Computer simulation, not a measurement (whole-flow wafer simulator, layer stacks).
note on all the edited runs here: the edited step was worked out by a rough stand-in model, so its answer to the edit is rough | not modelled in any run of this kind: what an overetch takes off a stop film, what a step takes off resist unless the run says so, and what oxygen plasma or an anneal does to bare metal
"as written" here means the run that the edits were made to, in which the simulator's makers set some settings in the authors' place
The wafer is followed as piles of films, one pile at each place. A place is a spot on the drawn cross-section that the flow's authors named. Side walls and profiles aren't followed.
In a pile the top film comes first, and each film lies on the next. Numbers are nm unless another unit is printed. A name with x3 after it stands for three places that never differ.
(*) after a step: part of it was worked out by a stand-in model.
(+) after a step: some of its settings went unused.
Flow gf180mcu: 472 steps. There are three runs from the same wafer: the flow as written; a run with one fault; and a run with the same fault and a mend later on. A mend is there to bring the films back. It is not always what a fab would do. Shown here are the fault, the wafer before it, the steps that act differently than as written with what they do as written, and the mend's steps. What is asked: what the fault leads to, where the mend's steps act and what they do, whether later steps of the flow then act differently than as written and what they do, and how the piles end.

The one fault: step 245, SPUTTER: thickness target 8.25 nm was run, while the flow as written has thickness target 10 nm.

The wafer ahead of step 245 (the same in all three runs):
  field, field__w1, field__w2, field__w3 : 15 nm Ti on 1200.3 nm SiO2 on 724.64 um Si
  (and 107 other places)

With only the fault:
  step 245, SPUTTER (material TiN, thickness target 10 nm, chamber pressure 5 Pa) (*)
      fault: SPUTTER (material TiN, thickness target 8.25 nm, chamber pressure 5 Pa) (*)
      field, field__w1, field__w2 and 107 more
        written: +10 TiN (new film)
        fault: +8.25 TiN (new film)
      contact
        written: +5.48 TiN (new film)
        fault: +4.52 TiN (new film)
  Later steps of the flow acting differently than as written (not shown: 1 more step that differs only slightly, by at most 2% or 0.5 nm, whichever is larger):
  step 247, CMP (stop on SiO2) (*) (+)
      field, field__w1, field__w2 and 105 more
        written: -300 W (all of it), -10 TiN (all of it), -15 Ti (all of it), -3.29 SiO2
        fault: -300 W (all of it), -8.25 TiN (all of it), -15 Ti (all of it), -3.27 SiO2
  The piles end different from the flow's at contact, polyc_n, polyc_p by more than 2% or 0.5 nm, whichever is larger.
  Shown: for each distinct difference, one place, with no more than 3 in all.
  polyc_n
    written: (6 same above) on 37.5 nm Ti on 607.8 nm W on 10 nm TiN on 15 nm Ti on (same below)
    fault: (6 same above) on 37.5 nm Ti on 609.6 nm W on 8.25 nm TiN on 15 nm Ti on (same below)
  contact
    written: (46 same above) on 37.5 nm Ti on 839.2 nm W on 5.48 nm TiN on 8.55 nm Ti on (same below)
    fault: (46 same above) on 37.5 nm Ti on 840.2 nm W on 4.52 nm TiN on 8.55 nm Ti on (same below)

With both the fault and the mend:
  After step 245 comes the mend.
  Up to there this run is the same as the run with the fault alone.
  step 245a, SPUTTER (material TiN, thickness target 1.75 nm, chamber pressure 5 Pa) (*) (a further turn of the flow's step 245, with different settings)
      field, field__w1, field__w2 and 107 more
        +1.75 TiN
      contact
        +0.96 TiN
  None of the later steps of the flow acts differently than as written at any place that is followed.
  By the end, the piles equal the flow's at every place that both follow.
